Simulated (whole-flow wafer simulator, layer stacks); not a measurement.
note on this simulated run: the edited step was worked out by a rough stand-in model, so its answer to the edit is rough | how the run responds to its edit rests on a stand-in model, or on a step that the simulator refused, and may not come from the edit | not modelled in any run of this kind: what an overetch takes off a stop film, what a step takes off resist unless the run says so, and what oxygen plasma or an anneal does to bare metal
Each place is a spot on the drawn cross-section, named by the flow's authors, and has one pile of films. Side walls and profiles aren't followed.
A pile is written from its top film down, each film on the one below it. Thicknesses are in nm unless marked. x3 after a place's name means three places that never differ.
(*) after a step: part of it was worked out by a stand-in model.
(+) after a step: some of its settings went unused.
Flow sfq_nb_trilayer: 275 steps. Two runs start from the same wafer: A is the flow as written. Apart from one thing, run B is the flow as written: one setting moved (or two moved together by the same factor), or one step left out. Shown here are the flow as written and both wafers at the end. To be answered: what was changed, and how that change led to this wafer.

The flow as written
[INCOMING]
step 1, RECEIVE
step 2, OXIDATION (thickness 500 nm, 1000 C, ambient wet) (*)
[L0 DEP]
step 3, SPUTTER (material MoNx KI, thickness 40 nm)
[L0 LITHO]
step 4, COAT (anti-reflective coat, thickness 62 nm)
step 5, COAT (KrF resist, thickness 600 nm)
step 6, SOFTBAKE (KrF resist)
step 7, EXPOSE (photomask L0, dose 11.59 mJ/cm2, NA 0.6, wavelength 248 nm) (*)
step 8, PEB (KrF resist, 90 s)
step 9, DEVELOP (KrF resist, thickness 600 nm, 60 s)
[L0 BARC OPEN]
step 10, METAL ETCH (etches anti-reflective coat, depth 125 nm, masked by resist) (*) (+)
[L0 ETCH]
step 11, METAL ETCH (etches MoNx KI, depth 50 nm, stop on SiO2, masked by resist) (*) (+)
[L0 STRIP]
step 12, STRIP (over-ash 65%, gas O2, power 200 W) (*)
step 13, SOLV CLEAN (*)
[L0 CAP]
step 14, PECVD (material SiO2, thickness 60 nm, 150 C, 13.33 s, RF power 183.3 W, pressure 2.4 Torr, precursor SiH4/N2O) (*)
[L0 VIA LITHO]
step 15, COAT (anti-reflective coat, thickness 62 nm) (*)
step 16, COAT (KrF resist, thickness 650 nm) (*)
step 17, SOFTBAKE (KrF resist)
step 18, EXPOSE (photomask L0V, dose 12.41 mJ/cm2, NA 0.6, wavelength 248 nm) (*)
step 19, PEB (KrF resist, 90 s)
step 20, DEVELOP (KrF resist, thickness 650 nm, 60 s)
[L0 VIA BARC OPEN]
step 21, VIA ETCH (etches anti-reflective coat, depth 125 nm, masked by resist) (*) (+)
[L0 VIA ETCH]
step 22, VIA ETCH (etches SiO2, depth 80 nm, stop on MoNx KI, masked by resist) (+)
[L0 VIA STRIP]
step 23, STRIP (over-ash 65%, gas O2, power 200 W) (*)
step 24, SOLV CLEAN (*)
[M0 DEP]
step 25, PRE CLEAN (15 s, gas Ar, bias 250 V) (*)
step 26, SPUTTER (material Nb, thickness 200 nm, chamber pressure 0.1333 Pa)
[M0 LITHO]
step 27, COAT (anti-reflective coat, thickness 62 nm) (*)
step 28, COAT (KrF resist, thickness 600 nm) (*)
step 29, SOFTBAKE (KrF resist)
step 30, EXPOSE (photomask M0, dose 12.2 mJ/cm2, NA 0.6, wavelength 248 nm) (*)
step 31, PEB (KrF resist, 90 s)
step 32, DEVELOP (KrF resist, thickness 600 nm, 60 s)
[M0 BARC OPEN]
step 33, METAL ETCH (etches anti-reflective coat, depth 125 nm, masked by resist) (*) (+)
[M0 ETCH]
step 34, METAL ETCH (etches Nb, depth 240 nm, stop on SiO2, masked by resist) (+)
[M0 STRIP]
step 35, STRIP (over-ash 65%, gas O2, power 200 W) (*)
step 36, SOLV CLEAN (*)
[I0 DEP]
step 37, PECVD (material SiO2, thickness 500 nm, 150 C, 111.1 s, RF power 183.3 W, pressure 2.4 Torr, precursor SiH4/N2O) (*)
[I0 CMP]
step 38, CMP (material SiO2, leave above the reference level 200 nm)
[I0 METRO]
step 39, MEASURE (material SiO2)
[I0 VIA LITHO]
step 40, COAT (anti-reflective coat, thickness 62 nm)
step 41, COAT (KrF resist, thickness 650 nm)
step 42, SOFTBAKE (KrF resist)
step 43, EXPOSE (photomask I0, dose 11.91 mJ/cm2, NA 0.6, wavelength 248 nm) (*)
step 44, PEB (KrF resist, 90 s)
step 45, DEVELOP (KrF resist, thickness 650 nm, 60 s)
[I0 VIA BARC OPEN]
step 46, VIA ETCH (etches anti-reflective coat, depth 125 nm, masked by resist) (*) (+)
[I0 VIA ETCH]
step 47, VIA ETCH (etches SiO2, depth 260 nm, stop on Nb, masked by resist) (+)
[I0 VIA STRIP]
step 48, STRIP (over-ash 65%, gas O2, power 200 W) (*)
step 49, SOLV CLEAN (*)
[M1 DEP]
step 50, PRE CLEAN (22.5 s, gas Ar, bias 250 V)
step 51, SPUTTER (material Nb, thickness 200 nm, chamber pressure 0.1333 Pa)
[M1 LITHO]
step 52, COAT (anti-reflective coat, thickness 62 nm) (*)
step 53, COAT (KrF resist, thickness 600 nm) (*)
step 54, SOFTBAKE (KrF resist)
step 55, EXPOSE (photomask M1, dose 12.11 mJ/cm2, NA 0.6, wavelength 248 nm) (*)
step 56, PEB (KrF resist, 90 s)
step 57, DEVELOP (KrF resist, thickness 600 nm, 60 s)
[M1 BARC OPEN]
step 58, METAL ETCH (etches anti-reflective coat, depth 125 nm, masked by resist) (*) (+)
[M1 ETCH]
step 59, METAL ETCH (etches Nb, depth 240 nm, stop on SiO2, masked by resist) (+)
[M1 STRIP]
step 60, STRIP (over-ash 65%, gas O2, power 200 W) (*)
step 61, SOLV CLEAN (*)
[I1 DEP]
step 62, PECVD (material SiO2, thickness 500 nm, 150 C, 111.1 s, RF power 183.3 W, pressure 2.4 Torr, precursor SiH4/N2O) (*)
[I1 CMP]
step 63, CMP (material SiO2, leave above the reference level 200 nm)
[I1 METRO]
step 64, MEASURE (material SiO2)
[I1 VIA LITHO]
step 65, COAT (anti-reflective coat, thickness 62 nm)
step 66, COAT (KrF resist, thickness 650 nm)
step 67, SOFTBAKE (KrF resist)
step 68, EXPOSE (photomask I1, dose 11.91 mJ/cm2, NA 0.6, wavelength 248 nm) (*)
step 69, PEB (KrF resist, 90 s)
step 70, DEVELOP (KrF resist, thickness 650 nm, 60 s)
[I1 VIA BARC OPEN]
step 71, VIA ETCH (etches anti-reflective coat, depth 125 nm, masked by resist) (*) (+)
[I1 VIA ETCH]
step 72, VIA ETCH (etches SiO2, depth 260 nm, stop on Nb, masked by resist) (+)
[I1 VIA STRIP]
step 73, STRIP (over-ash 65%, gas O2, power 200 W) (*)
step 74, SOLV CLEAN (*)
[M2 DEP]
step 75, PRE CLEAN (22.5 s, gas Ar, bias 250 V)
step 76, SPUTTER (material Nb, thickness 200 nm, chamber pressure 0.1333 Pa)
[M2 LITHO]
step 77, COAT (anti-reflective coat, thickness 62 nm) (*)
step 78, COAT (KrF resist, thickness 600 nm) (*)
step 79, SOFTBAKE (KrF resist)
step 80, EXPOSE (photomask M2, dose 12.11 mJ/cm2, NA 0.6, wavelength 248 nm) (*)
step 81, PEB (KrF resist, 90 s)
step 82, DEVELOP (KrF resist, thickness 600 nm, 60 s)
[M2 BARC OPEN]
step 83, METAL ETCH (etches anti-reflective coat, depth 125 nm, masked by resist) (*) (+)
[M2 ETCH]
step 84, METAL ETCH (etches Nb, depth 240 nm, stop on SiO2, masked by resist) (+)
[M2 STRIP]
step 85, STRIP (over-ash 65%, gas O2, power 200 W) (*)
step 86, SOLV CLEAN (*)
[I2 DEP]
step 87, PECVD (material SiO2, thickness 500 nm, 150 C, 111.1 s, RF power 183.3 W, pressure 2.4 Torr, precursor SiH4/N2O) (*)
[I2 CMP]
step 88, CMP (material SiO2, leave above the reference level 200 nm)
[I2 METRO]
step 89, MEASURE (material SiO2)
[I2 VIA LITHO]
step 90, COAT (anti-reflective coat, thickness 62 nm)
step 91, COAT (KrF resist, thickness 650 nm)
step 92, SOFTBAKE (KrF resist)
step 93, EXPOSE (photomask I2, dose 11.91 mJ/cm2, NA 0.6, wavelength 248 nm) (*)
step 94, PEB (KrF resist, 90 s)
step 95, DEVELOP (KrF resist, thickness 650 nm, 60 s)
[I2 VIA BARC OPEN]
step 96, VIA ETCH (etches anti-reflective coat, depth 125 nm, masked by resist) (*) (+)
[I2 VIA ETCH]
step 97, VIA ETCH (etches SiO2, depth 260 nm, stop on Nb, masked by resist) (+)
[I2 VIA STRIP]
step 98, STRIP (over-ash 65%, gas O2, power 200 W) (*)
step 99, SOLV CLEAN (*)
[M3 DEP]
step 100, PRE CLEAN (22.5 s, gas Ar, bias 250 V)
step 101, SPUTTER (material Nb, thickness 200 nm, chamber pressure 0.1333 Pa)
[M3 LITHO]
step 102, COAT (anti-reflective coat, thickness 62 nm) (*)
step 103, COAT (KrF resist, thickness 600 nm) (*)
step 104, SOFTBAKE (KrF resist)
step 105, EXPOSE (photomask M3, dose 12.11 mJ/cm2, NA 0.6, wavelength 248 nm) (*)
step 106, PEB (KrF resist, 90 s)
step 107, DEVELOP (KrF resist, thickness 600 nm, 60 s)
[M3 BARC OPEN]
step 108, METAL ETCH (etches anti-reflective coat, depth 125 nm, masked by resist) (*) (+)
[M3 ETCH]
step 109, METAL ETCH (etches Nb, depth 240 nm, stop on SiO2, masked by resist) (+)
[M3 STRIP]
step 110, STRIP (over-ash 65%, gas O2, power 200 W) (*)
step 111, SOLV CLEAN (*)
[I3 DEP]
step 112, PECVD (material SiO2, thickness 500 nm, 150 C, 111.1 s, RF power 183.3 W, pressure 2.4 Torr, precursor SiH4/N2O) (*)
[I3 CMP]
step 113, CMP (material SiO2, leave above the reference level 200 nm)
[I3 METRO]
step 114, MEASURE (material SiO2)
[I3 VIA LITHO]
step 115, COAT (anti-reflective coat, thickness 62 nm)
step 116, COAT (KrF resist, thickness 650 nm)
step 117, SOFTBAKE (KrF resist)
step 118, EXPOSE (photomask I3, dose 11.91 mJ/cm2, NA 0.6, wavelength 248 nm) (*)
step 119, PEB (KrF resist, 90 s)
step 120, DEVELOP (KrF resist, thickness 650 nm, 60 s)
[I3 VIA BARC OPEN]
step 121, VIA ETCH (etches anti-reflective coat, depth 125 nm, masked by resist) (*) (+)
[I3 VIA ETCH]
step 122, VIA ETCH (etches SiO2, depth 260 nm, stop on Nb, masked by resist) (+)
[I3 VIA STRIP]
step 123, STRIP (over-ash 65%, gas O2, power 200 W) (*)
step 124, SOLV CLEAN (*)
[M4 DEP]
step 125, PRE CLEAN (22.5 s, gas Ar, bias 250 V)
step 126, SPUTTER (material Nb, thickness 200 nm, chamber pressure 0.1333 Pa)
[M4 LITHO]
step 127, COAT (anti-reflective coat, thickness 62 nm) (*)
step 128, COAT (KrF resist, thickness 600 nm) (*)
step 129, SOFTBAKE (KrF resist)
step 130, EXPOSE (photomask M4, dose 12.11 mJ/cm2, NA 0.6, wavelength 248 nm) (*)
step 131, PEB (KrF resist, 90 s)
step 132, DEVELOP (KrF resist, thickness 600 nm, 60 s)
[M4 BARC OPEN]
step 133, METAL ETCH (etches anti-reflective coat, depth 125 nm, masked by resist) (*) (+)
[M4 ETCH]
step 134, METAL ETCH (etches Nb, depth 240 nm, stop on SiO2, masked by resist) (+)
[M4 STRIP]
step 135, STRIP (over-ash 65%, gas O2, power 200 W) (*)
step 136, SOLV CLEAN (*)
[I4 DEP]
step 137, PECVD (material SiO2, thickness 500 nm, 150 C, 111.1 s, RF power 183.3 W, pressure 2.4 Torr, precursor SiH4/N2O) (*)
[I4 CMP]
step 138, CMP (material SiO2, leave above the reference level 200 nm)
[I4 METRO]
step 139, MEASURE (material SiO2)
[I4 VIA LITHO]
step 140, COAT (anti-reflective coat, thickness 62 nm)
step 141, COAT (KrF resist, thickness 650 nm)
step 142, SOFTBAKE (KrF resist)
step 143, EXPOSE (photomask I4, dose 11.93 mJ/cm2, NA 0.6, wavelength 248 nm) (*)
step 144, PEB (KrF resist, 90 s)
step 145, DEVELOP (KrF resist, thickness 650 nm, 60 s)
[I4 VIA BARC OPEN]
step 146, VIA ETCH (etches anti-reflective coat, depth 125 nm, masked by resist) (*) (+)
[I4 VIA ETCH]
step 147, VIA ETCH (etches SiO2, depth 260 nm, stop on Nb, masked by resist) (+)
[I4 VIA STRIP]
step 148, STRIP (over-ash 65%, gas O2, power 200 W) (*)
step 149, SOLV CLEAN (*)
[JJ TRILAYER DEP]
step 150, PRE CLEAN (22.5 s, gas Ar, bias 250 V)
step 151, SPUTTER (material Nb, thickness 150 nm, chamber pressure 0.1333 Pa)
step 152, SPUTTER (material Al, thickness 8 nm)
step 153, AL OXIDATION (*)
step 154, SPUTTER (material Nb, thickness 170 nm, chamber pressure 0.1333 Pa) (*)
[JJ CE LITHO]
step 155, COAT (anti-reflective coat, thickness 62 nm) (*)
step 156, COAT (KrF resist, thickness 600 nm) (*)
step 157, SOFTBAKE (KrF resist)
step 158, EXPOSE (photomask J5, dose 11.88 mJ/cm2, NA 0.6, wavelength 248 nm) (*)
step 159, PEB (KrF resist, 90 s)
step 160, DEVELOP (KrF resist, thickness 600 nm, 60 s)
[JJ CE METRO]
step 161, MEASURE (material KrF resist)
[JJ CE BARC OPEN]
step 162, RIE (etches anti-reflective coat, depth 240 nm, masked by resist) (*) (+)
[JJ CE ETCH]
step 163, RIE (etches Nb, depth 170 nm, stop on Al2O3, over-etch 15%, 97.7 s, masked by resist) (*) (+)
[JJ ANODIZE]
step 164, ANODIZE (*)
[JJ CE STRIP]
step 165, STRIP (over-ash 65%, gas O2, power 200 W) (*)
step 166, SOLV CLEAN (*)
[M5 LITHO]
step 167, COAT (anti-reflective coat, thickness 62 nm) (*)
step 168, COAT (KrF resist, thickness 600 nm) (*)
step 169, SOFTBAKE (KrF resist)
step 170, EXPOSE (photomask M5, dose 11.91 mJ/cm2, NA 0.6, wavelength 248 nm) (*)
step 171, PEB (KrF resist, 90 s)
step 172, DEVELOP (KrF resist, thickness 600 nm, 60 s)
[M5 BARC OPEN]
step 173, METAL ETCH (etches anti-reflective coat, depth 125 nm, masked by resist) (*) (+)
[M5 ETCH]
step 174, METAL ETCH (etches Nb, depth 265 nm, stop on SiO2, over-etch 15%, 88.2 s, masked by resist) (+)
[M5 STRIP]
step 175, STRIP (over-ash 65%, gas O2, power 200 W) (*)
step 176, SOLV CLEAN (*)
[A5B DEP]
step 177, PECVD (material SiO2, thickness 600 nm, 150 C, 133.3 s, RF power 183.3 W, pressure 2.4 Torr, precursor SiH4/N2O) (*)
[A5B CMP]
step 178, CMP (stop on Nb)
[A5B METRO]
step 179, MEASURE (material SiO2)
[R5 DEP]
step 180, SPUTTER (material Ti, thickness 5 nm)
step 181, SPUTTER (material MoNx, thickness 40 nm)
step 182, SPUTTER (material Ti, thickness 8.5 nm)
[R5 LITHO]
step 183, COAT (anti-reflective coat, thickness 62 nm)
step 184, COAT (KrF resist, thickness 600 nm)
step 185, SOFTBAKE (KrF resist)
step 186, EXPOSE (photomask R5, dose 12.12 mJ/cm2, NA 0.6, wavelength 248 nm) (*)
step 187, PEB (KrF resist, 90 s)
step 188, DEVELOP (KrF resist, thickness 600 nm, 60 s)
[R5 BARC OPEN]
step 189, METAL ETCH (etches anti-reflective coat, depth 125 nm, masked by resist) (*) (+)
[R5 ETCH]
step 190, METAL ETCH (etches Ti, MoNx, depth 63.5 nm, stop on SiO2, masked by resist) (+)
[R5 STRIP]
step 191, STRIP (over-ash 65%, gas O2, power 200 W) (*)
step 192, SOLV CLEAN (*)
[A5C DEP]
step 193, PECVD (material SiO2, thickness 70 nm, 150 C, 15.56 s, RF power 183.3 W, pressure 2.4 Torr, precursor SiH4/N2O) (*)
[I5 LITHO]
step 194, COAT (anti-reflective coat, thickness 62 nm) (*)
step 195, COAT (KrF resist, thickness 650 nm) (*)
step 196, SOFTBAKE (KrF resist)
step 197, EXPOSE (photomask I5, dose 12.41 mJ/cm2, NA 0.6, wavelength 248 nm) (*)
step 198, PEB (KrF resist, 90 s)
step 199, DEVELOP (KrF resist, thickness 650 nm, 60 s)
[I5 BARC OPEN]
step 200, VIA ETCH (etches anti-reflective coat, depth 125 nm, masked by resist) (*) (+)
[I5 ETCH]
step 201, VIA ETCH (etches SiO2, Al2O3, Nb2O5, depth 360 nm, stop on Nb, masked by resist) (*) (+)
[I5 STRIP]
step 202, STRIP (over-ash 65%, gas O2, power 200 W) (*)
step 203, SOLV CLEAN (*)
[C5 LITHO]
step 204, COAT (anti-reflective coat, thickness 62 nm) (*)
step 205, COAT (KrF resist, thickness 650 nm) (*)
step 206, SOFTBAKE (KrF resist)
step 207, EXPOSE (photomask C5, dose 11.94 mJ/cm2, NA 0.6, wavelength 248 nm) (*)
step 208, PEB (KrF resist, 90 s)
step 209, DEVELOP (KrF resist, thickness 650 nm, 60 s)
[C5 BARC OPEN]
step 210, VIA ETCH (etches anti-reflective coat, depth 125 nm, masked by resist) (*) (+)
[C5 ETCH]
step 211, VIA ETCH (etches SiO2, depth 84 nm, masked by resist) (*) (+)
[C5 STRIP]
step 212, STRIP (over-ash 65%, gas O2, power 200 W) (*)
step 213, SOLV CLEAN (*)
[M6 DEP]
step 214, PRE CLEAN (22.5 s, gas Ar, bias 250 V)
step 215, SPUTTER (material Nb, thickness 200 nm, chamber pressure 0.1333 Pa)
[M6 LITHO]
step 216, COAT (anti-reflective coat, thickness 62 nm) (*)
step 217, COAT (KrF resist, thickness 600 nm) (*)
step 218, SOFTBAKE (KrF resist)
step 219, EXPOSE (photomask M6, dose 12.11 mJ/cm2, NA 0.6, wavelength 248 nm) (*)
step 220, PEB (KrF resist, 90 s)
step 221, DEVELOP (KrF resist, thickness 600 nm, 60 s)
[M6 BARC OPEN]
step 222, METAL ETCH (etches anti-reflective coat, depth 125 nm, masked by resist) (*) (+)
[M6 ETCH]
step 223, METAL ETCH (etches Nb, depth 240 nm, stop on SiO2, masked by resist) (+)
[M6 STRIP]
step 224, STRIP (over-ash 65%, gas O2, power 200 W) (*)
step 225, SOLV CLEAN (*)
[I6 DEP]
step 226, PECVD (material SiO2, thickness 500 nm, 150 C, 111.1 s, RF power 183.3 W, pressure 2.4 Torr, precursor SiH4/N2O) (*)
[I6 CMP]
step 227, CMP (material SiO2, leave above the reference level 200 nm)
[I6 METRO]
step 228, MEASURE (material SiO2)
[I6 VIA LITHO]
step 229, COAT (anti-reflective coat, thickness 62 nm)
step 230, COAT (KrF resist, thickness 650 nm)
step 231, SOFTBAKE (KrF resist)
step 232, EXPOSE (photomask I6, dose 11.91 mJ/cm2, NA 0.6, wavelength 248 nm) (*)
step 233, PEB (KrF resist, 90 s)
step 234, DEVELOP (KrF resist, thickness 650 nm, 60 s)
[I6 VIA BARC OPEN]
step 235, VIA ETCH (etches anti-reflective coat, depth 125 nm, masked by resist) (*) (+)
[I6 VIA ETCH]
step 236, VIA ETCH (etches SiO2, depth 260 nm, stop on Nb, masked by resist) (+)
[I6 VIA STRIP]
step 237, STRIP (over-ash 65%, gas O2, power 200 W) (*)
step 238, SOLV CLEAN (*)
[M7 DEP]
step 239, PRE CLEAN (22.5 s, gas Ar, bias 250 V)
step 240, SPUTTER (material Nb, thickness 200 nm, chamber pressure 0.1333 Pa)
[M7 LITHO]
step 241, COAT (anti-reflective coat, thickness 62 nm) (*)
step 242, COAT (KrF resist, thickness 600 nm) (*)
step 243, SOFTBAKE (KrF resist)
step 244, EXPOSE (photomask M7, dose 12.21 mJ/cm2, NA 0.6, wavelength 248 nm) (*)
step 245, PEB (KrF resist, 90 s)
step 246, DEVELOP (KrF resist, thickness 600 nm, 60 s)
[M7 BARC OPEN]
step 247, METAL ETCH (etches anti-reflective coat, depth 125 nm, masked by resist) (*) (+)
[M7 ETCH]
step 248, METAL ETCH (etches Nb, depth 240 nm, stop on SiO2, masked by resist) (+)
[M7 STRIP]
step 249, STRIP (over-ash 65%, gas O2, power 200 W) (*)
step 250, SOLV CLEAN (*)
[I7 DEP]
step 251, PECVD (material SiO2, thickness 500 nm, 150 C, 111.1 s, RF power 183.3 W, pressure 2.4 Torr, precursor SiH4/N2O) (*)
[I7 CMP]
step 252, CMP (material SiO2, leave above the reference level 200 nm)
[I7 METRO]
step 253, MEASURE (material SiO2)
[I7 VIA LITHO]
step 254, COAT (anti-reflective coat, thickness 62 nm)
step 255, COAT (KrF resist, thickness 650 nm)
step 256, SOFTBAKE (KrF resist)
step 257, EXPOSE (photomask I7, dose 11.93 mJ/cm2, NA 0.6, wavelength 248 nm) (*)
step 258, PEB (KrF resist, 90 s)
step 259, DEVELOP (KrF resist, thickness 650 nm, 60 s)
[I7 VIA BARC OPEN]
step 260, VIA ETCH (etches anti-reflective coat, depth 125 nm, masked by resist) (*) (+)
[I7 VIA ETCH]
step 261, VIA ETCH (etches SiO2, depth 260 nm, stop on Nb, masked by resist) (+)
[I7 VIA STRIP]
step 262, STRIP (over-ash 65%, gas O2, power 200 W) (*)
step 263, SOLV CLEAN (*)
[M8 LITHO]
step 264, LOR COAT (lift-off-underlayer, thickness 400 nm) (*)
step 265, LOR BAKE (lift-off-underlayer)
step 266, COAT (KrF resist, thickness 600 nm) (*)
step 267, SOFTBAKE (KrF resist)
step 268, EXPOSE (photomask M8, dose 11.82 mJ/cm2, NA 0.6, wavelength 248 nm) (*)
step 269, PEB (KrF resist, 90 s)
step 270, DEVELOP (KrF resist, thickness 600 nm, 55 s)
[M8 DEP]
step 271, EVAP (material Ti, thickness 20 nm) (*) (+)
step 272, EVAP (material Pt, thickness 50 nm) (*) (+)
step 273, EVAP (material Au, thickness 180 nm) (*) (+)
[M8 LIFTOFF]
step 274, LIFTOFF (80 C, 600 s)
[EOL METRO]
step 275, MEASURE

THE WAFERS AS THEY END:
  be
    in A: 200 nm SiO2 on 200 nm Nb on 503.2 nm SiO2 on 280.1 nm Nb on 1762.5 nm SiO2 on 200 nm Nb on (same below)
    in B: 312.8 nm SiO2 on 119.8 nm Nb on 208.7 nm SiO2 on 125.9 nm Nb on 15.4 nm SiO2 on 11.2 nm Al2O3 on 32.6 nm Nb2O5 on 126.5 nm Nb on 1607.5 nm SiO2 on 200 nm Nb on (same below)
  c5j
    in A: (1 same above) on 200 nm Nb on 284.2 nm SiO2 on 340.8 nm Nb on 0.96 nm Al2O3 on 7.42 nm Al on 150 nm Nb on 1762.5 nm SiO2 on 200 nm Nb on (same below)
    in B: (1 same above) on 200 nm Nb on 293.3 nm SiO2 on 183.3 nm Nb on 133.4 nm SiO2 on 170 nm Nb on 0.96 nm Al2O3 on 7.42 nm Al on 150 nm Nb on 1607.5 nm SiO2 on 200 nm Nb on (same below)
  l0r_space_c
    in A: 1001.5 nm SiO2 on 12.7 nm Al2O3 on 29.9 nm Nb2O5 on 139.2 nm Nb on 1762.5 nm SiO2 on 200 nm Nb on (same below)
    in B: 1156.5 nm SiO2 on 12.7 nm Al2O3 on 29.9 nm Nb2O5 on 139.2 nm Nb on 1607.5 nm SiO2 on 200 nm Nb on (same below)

What caused this: step 137, PECVD: thickness 245 nm was run, whereas the flow has thickness 500 nm; step 137, PECVD: 54.44 s was run, where the flow has 111.1 s.

The path from the change to this, step by step:
  step 137, PECVD (material SiO2, thickness 500 nm, 150 C, 111.1 s, RF power 183.3 W, pressure 2.4 Torr, precursor SiH4/N2O) (*)
      field_l, be, be_sur and 55 more: A +500 SiO2 | B +245 SiO2
      v_sur, via_wl, via_w and 35 more: A +500 SiO2 (new film) | B +245 SiO2 (new film)
      (also at 10 further places)
  step 138, CMP (material SiO2, leave above the reference level 200 nm)
      field_l, be, be_sur and 55 more: A -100 SiO2 | B nothing
      p3_s0, p3_s1, p3_s2, p3_s3, p3_s4, p3_s5: A -157.1 SiO2 | B nothing
      (also at 42 further places)
  step 140, COAT (anti-reflective coat, thickness 62 nm)
      gap, jj_sur, be_r, r_sur, r_end, l0r_line_r: A +62 anti-reflective coat (new film) | B +64.3 anti-reflective coat (new film)
      m0r_space_l, m0r_space_r, m6r_space_l, m6r_space_r, m7r_space_l, m7r_space_r: A +62 anti-reflective coat (new film) | B +80.4 anti-reflective coat (new film)
      (also at 76 further places)
  step 141, COAT (KrF resist, thickness 650 nm)
      m0r_line_l, m0r_line_r, m6r_line_l, m6r_line_r, m7r_line_l, m7r_line_r: A +650 KrF resist (new film) | B +680.6 KrF resist (new film)
      m0r_space_l, m0r_space_r, m6r_space_l, m6r_space_r, m7r_space_l, m7r_space_r: A +650 KrF resist (new film) | B +669.8 KrF resist (new film)
      (also at 73 further places)
  step 145, DEVELOP (KrF resist, thickness 650 nm, 60 s)
      via_wl: A -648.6 KrF resist (all of it) | B -587.4 KrF resist (all of it)
      via_w: A -648.6 KrF resist (all of it) | B -594.8 KrF resist (all of it)
      (also at 1 further place)
  step 146, VIA ETCH (etches anti-reflective coat, depth 125 nm, masked by resist) (*) (+)
      field_l, v_sur, via_sp and 100 more: A -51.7 KrF resist | B -41.7 KrF resist
      via_wl: A -62 anti-reflective coat (all of it), -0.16 SiO2 | B -49.8 anti-reflective coat (all of it), -0.13 SiO2
      (also at 2 further places)
  step 148, STRIP (over-ash 65%, gas O2, power 200 W) (*)
      m0r_line_l, m0r_line_r, m6r_line_l, m6r_line_r, m7r_line_l, m7r_line_r: A -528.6 KrF resist (all of it), -62 anti-reflective coat (all of it) | B -569.1 KrF resist (all of it), -62.2 anti-reflective coat (all of it)
      m0r_space_l, m0r_space_r, m6r_space_l, m6r_space_r, m7r_space_l, m7r_space_r: A -528.6 KrF resist (all of it), -62 anti-reflective coat (all of it) | B -558.3 KrF resist (all of it), -80.4 anti-reflective coat (all of it)
      (also at 83 further places)
  step 151, SPUTTER (material Nb, thickness 150 nm, chamber pressure 0.1333 Pa)
      lsp_r, l0_sur, l0v: A +150 Nb (new film) | B +144.2 Nb (new film)
      be, lsp_l: A +150 Nb (new film) | B +138.2 Nb (new film)
      (also at 1 further place)
  step 152, SPUTTER (material Al, thickness 8 nm)
      be, lsp_l: A +8 Al (new film) | B +7.37 Al (new film)
      via_v: A +8 Al (new film) | B +6.1 Al (new film)
  step 154, SPUTTER (material Nb, thickness 170 nm, chamber pressure 0.1333 Pa) (*)
      lsp_r, l0_sur, l0v: A +170 Nb (new film) | B +163.2 Nb (new film)
      be, lsp_l: A +170 Nb (new film) | B +155.6 Nb (new film)
      (also at 1 further place)
  step 155, COAT (anti-reflective coat, thickness 62 nm) (*)
      p3_fr, m0r_space_l, m0r_space_r, m6r_space_l, m6r_space_r, m7r_space_l, m7r_space_r: A +62 anti-reflective coat (new film) | B +79.4 anti-reflective coat (new film)
      p3_l1, p3_l2, p3_l3, p3_l4: A +62 anti-reflective coat (new film) | B +45.2 anti-reflective coat (new film)
      (also at 79 further places)
  step 156, COAT (KrF resist, thickness 600 nm) (*)
      m0r_line_l, m0r_line_r, m6r_line_l, m6r_line_r, m7r_line_l, m7r_line_r: A +600 KrF resist (new film) | B +629 KrF resist (new film)
      m0r_space_l, m0r_space_r, m6r_space_l, m6r_space_r, m7r_space_l, m7r_space_r: A +600 KrF resist (new film) | B +620 KrF resist (new film)
      (also at 71 further places)
  step 160, DEVELOP (KrF resist, thickness 600 nm, 60 s)
      m0r_line_l, m0r_line_r, m6r_line_l, m6r_line_r, m7r_line_l, m7r_line_r: A -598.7 KrF resist (all of it) | B -627.7 KrF resist (all of it)
      m0r_space_l, m0r_space_r, m6r_space_l, m6r_space_r, m7r_space_l, m7r_space_r: A -598.7 KrF resist (all of it) | B -618.8 KrF resist (all of it)
      (also at 70 further places)
  step 162, RIE (etches anti-reflective coat, depth 240 nm, masked by resist) (*) (+)
      p3_fr, m0r_space_l, m0r_space_r, m6r_space_l, m6r_space_r, m7r_space_l, m7r_space_r: A -62 anti-reflective coat (all of it) | B -79.4 anti-reflective coat (all of it)
      ce_l, c5j, ce_r, wl_jj: A -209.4 KrF resist | B -202.5 KrF resist
      (also at 79 further places)
  step 163, RIE (etches Nb, depth 170 nm, stop on Al2O3, over-etch 15%, 97.7 s, masked by resist) (*) (+)
      be, lsp_l: A -170 Nb (all of it), -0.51 Al2O3 | B -155.6 Nb (all of it), -0.96 Al2O3 (all of it)
      via_v: A -170 Nb (all of it), -0.51 Al2O3 | B -125.4 Nb (all of it), -0.96 Al2O3 (all of it)
      (also at 3 further places)
  step 164, ANODIZE (*)
      be, lsp_l: A +12.2 Al2O3, +29.9 Nb2O5 (new film), -7.42 Al (all of it), -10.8 Nb | B +11.2 Al2O3 (new film), +32.6 Nb2O5 (new film), -6.79 Al (all of it), -11.7 Nb
      via_v: A +12.2 Al2O3, +29.9 Nb2O5 (new film), -7.42 Al (all of it), -10.8 Nb | B +9.11 Al2O3 (new film), +36.4 Nb2O5 (new film), -5.52 Al (all of it), -13.1 Nb
      (also at 3 further places)
  ... another 46 steps ...
  step 274, LIFTOFF (80 C, 600 s)
      be: A -180 Au (all of it), -50 Pt (all of it), -20 Ti (all of it), -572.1 KrF resist (all of it), -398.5 lift-off-underlayer (all of it) | B -180 Au (all of it), -50 Pt (all of it), -20 Ti (all of it), -613.8 KrF resist (all of it), -720.8 lift-off-underlayer (all of it)
      be_sur: A -180 Au (all of it), -50 Pt (all of it), -20 Ti (all of it), -572.6 KrF resist (all of it), -398.9 lift-off-underlayer (all of it) | B -180 Au (all of it), -50 Pt (all of it), -20 Ti (all of it), -587.3 KrF resist (all of it), -366.3 lift-off-underlayer (all of it)
      (also at 1 further place)
Taking metal films that touch as one body, be has 4 bodies (between them, from the top down: SiO2 208.7; SiO2 15.4 / Al2O3 11.2 / Nb2O5 32.6; SiO2 1607.5); the flow as written gives 3 bodies (between them, from the top down: SiO2 503.2; SiO2 1762.5).
Taking metal films that touch as one body, c5j has 5 bodies (between them, from the top down: SiO2 293.3; SiO2 133.4; Al2O3 0.96; SiO2 1607.5); the flow as written gives 4 bodies (between them, from the top down: SiO2 284.2; Al2O3 0.96; SiO2 1762.5).
